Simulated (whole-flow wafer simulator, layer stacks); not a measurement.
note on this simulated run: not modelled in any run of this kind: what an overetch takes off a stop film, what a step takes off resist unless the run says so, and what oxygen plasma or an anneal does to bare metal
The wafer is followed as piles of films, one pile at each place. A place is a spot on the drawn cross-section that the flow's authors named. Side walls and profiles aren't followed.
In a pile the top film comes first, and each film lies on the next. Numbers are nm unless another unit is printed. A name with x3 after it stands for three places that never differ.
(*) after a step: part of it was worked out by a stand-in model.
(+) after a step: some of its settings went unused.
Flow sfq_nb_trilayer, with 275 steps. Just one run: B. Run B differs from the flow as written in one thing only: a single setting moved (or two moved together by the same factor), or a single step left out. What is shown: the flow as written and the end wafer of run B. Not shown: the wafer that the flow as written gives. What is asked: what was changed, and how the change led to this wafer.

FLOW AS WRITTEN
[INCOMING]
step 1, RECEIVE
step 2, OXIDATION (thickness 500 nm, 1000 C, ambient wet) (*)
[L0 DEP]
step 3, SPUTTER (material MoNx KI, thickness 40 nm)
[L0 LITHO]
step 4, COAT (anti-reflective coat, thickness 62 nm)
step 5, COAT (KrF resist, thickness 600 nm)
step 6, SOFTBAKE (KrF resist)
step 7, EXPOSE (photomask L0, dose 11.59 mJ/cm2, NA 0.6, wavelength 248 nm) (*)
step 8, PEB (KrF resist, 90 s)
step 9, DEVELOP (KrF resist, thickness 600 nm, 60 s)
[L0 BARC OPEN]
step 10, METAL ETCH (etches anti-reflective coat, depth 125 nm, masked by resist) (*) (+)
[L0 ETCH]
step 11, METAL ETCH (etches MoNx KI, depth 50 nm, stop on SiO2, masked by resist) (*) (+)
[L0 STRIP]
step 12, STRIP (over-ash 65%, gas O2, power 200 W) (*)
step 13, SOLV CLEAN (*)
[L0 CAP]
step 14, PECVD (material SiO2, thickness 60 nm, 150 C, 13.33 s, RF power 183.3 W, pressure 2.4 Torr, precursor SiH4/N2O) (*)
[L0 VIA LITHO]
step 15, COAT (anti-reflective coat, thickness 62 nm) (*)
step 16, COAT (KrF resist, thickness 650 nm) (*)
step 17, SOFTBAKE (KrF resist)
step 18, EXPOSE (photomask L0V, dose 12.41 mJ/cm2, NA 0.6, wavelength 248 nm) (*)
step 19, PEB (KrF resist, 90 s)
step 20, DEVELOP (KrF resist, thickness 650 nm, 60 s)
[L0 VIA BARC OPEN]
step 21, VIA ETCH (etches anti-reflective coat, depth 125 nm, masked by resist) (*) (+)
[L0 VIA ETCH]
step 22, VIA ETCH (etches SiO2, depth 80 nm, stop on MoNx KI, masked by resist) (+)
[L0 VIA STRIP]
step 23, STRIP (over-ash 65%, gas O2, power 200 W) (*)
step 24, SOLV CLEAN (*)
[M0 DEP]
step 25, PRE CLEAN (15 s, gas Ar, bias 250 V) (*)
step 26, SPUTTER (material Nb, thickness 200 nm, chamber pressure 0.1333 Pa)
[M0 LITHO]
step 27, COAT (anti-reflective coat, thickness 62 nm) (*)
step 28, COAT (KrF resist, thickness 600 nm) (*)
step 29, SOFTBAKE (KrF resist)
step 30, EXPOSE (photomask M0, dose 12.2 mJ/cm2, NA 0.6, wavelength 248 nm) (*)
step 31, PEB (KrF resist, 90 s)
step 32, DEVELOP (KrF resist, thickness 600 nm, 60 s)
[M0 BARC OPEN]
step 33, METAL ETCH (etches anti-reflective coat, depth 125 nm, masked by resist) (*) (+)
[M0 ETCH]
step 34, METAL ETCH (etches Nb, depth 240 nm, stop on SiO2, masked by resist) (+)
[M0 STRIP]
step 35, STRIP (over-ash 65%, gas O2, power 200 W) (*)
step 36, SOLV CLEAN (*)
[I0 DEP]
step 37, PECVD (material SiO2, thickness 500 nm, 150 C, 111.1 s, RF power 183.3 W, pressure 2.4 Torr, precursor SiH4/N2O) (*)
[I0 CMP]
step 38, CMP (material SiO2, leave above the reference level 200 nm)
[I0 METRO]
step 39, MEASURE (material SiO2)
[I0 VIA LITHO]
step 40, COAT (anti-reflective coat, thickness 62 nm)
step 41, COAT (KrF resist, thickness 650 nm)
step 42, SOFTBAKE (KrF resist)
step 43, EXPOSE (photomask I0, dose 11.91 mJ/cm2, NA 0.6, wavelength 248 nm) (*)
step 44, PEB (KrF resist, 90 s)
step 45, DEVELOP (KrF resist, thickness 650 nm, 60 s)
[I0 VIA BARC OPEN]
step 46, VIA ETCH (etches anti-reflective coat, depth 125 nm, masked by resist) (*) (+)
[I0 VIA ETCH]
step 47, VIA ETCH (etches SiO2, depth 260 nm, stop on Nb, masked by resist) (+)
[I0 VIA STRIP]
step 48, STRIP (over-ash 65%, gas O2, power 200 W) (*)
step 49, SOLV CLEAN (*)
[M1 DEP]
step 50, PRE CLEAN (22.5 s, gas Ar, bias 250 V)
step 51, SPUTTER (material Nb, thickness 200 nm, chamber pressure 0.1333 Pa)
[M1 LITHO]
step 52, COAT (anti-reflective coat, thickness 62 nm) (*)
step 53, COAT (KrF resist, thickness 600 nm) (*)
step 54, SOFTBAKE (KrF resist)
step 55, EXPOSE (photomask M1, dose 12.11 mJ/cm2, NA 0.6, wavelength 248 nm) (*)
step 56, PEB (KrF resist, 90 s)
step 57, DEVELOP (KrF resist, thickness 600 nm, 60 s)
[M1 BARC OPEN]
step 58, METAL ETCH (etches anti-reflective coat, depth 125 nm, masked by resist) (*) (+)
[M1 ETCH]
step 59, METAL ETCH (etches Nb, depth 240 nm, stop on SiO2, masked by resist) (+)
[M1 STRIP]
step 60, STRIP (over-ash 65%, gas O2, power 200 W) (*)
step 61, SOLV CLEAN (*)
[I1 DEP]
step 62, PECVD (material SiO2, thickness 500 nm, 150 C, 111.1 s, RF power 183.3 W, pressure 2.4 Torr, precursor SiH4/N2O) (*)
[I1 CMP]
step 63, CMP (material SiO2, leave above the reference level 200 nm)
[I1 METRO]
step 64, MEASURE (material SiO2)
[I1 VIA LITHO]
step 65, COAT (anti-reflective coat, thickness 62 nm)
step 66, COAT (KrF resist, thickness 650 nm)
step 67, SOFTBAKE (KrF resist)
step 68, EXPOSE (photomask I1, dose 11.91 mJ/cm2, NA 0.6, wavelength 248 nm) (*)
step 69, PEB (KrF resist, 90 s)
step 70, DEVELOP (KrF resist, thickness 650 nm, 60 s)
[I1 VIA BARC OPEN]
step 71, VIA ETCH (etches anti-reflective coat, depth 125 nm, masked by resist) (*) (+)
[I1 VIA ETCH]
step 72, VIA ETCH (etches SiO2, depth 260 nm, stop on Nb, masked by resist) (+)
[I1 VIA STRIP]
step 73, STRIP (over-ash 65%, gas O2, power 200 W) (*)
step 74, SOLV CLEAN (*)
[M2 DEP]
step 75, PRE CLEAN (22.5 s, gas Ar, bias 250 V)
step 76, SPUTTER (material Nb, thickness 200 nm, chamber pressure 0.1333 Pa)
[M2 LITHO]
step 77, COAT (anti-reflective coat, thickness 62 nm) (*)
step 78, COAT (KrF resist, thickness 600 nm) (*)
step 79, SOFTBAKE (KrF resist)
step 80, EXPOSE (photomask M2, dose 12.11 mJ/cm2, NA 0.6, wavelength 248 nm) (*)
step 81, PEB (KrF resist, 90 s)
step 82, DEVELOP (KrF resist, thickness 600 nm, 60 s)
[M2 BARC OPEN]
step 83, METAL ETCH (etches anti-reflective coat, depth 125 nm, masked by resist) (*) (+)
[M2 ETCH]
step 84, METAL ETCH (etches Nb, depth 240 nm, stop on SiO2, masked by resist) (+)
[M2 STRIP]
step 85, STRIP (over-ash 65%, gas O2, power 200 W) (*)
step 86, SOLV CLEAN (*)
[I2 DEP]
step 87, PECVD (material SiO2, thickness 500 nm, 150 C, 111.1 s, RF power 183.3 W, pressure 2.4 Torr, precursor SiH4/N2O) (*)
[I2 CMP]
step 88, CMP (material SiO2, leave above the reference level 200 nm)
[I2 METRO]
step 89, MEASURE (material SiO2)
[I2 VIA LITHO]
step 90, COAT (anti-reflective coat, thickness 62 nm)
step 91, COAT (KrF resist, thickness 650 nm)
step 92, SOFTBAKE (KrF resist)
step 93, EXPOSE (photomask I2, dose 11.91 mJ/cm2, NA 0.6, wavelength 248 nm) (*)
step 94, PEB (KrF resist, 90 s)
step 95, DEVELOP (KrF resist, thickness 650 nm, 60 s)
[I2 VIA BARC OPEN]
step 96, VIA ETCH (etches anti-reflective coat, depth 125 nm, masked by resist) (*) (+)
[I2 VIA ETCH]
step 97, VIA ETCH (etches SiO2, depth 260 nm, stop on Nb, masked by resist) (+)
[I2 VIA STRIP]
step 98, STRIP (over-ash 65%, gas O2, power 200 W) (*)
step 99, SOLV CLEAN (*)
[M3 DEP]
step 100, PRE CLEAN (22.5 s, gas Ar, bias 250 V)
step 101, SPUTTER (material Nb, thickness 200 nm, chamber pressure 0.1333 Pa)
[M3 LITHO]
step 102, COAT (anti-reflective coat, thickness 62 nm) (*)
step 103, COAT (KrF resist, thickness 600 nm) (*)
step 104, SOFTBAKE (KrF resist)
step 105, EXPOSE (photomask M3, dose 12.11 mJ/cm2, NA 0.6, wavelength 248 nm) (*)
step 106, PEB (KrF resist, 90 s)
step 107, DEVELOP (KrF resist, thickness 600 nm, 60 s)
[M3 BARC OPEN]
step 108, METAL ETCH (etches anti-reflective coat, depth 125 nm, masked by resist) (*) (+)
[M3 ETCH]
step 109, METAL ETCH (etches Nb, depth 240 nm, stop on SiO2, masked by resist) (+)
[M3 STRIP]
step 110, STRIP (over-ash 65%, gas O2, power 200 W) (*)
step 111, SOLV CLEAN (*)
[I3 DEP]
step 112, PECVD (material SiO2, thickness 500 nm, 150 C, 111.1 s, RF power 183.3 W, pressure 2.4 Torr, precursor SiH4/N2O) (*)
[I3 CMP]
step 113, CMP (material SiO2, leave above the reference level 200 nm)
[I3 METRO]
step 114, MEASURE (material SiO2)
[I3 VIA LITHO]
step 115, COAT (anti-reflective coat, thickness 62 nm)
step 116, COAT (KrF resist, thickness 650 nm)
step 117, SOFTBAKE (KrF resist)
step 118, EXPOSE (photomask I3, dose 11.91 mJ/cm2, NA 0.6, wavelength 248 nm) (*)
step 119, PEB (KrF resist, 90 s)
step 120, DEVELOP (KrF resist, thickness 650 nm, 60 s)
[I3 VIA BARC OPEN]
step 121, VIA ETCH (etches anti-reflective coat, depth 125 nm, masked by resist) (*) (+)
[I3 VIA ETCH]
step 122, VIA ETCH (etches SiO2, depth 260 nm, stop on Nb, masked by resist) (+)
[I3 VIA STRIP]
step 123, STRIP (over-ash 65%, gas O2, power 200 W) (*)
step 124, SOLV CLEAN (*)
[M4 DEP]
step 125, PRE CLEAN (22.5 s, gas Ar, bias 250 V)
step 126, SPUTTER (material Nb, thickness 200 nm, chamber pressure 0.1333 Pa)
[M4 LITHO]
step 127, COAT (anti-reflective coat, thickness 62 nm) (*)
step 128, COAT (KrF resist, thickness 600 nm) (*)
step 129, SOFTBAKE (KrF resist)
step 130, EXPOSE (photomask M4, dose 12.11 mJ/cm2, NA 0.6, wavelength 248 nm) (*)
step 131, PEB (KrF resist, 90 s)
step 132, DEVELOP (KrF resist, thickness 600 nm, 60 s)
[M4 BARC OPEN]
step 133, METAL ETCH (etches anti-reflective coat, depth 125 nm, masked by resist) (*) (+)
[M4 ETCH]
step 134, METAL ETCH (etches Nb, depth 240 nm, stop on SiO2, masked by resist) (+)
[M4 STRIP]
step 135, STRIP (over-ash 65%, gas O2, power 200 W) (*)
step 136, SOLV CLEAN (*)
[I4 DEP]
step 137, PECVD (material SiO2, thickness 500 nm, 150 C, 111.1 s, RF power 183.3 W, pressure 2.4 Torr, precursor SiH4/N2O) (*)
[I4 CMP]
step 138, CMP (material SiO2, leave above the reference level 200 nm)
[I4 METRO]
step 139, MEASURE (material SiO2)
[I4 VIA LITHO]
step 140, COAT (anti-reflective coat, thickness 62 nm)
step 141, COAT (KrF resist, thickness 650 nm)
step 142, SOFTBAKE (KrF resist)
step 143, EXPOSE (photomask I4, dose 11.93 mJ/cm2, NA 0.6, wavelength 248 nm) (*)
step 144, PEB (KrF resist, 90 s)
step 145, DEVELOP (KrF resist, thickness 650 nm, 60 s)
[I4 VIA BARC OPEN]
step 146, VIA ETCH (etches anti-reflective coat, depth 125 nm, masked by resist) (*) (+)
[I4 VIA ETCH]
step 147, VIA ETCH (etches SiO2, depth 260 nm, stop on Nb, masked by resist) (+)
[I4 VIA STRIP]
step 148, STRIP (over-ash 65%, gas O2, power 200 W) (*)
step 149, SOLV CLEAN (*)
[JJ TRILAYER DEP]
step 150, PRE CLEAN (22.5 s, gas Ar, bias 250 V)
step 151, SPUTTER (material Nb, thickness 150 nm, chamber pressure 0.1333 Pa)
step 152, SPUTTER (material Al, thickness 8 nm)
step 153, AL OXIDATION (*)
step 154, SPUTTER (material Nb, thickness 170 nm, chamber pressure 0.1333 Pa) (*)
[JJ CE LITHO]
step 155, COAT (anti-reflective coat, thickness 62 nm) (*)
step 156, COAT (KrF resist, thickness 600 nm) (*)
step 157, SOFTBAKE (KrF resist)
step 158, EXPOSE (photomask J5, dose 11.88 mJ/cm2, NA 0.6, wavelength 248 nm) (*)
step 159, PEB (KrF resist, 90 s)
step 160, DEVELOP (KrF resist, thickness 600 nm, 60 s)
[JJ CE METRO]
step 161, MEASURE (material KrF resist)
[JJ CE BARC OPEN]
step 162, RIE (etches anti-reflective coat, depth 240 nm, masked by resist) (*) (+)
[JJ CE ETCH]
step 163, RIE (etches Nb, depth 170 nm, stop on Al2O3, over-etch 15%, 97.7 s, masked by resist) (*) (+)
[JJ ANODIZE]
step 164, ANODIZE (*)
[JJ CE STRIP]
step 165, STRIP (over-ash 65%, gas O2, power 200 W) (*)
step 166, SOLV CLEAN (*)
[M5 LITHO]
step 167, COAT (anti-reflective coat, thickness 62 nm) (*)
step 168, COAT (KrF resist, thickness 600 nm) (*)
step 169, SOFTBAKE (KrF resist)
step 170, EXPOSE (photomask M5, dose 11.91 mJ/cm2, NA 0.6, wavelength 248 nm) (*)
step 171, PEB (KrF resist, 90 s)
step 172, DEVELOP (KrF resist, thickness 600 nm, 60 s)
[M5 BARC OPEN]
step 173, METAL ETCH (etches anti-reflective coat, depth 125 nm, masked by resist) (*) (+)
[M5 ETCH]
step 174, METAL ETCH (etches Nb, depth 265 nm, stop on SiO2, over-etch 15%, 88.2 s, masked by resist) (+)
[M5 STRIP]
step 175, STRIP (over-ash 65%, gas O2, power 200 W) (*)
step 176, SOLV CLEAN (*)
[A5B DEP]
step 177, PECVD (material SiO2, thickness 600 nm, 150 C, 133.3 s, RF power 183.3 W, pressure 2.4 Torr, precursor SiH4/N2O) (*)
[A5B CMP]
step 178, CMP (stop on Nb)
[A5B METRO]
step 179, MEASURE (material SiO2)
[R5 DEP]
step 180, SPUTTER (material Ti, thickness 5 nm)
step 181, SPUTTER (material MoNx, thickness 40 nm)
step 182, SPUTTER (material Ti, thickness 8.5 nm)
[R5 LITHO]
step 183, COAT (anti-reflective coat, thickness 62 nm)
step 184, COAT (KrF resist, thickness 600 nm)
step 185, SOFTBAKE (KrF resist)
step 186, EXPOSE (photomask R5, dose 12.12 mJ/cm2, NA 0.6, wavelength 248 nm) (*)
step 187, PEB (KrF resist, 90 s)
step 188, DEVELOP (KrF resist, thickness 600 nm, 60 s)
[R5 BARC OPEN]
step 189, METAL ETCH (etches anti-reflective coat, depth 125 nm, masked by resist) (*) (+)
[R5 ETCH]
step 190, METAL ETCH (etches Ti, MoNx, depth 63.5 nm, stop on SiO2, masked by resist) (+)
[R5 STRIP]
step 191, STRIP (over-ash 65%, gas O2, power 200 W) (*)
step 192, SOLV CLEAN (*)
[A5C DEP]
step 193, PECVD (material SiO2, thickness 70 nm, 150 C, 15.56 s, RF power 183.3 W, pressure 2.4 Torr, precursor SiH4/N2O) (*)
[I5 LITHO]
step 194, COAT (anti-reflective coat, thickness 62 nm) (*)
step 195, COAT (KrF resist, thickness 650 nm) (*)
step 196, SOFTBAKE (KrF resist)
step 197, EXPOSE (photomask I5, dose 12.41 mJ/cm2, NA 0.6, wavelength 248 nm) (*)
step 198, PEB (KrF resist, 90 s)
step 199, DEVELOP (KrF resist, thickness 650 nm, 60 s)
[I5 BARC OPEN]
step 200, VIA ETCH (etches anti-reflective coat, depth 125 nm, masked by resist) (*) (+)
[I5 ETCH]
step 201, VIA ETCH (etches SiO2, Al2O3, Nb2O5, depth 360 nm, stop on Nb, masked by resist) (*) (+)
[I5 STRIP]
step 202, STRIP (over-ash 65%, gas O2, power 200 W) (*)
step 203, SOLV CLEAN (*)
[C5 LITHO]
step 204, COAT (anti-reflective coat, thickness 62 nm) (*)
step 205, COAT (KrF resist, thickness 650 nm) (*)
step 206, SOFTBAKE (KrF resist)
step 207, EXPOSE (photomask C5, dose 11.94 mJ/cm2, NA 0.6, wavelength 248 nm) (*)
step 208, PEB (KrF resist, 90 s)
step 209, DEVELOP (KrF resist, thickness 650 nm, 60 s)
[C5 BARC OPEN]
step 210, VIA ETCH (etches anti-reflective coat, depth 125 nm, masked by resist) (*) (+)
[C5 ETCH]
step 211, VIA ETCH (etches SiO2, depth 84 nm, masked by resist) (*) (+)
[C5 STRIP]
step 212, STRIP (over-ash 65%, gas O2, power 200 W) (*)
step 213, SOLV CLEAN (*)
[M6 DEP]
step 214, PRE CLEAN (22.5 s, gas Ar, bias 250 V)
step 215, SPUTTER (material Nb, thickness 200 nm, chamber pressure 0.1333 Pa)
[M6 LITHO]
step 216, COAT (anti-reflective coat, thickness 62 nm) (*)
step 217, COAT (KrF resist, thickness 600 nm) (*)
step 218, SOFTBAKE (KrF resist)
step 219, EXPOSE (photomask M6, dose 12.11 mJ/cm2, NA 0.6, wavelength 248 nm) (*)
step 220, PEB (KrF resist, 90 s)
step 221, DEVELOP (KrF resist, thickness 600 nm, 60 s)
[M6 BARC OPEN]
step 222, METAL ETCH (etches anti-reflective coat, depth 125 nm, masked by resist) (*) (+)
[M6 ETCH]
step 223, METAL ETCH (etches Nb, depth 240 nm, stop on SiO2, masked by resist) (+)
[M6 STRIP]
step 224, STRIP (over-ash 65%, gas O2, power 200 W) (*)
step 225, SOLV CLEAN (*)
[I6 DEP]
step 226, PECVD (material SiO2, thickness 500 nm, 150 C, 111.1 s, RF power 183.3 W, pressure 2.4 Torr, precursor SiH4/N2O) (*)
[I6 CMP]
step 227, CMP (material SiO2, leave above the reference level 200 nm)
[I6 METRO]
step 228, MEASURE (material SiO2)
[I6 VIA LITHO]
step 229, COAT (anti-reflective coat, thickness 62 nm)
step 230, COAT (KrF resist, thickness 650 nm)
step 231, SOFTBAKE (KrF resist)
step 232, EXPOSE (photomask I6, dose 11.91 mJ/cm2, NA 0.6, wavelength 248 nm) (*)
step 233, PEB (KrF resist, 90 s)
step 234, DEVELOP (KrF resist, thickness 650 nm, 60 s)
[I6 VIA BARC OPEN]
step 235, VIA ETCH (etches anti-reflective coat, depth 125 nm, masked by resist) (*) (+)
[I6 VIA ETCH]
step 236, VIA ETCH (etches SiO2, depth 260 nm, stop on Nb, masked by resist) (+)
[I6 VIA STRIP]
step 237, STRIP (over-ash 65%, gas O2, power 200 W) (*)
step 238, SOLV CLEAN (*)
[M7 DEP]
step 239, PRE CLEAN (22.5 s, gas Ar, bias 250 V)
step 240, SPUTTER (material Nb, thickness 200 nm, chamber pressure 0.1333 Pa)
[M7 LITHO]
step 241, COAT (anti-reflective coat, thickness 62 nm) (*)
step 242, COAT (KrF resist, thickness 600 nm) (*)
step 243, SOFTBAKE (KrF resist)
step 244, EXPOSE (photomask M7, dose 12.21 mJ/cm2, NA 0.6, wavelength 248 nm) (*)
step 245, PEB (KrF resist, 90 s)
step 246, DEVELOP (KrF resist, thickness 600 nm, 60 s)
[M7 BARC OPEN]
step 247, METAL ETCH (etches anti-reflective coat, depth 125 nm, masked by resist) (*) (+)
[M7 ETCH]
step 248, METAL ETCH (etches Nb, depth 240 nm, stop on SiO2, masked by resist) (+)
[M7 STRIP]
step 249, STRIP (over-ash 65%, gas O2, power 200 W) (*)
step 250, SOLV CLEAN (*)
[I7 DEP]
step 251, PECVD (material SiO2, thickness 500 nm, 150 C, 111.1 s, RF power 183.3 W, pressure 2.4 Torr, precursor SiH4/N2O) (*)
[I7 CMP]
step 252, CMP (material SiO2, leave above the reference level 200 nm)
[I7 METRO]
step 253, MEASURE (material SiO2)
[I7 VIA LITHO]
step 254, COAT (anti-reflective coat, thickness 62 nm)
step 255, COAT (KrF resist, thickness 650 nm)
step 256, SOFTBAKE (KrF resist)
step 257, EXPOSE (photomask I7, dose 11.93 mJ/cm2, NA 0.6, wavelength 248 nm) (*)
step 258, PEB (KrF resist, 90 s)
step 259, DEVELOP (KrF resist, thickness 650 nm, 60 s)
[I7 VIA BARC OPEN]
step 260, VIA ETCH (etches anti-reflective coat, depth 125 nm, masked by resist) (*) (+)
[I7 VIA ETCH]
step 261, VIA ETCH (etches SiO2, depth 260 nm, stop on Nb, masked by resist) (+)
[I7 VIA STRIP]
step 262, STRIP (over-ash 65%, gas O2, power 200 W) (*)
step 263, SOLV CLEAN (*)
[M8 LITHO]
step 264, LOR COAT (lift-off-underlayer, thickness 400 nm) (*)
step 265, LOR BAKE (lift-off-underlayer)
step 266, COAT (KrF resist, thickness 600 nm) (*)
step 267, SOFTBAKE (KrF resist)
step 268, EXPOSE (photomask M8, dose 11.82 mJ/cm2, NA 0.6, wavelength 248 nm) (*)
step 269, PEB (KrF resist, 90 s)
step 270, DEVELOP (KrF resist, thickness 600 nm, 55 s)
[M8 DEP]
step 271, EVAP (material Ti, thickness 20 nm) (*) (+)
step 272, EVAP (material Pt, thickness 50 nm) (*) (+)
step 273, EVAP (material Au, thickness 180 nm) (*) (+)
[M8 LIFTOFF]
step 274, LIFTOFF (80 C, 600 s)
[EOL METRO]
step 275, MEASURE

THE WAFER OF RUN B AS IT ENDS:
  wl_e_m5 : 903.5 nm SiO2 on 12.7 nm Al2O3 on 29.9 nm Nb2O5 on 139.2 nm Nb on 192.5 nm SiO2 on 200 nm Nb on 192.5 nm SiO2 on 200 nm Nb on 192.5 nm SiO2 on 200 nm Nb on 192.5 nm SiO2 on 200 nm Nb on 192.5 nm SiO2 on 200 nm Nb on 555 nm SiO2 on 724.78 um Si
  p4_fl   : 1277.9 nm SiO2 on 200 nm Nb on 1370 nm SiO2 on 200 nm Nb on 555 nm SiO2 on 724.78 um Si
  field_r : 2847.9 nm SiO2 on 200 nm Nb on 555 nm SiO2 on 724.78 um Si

The reason: step 227, CMP: leave above the reference level 102 nm was run, while the flow as written has leave above the reference level 200 nm.

The path from the change to this, step by step:
  step 227, CMP (material SiO2, leave above the reference level 200 nm)
      field_l, p4_fl, p4_fm and 59 more: -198 SiO2 (it would be, as written: -100 SiO2)
      v_sur, via_wl, via_w and 15 more: -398 SiO2 (it would be, as written: -300 SiO2)
      (as well as at 26 more places)
  step 236, VIA ETCH (etches SiO2, depth 260 nm, stop on Nb, masked by resist) (+)
      field_l, v_sur, via_wl and 102 more: -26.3 KrF resist (it would be, as written: -44.8 KrF resist)
      via_v: -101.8 SiO2 (all of it) (it would be, as written: -199.8 SiO2 (all of it))
  step 237, STRIP (over-ash 65%, gas O2, power 200 W) (*)
      field_l, v_sur, via_wl and 102 more: -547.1 KrF resist (all of it), -62 anti-reflective coat (all of it) (it would be, as written: -528.6 KrF resist (all of it), -62 anti-reflective coat (all of it))
  step 240, SPUTTER (material Nb, thickness 200 nm, chamber pressure 0.1333 Pa)
      via_v: +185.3 Nb (it would be, as written: +161.1 Nb)
  step 241, COAT (anti-reflective coat, thickness 62 nm) (*)
      via_sp: +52 anti-reflective coat (new film) (it would be, as written: +53.1 anti-reflective coat (new film))
      via_v: +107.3 anti-reflective coat (new film) (it would be, as written: +126 anti-reflective coat (new film))
      (as well as at 1 more place)
  step 242, COAT (KrF resist, thickness 600 nm) (*)
      via_v: +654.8 KrF resist (new film) (it would be, as written: +742.5 KrF resist (new film))
  step 249, STRIP (over-ash 65%, gas O2, power 200 W) (*)
      via_sp: -382.7 KrF resist (all of it), -52 anti-reflective coat (all of it) (it would be, as written: -373.6 KrF resist (all of it), -53.1 anti-reflective coat (all of it))
      via_v: -437.1 KrF resist (all of it), -107.3 anti-reflective coat (all of it) (it would be, as written: -524.5 KrF resist (all of it), -126 anti-reflective coat (all of it))
      (as well as at 1 more place)
  step 251, PECVD (material SiO2, thickness 500 nm, 150 C, 111.1 s, RF power 183.3 W, pressure 2.4 Torr, precursor SiH4/N2O) (*)
      via_v: +500 SiO2 (new film) (it would be, as written: +621 SiO2 (new film))
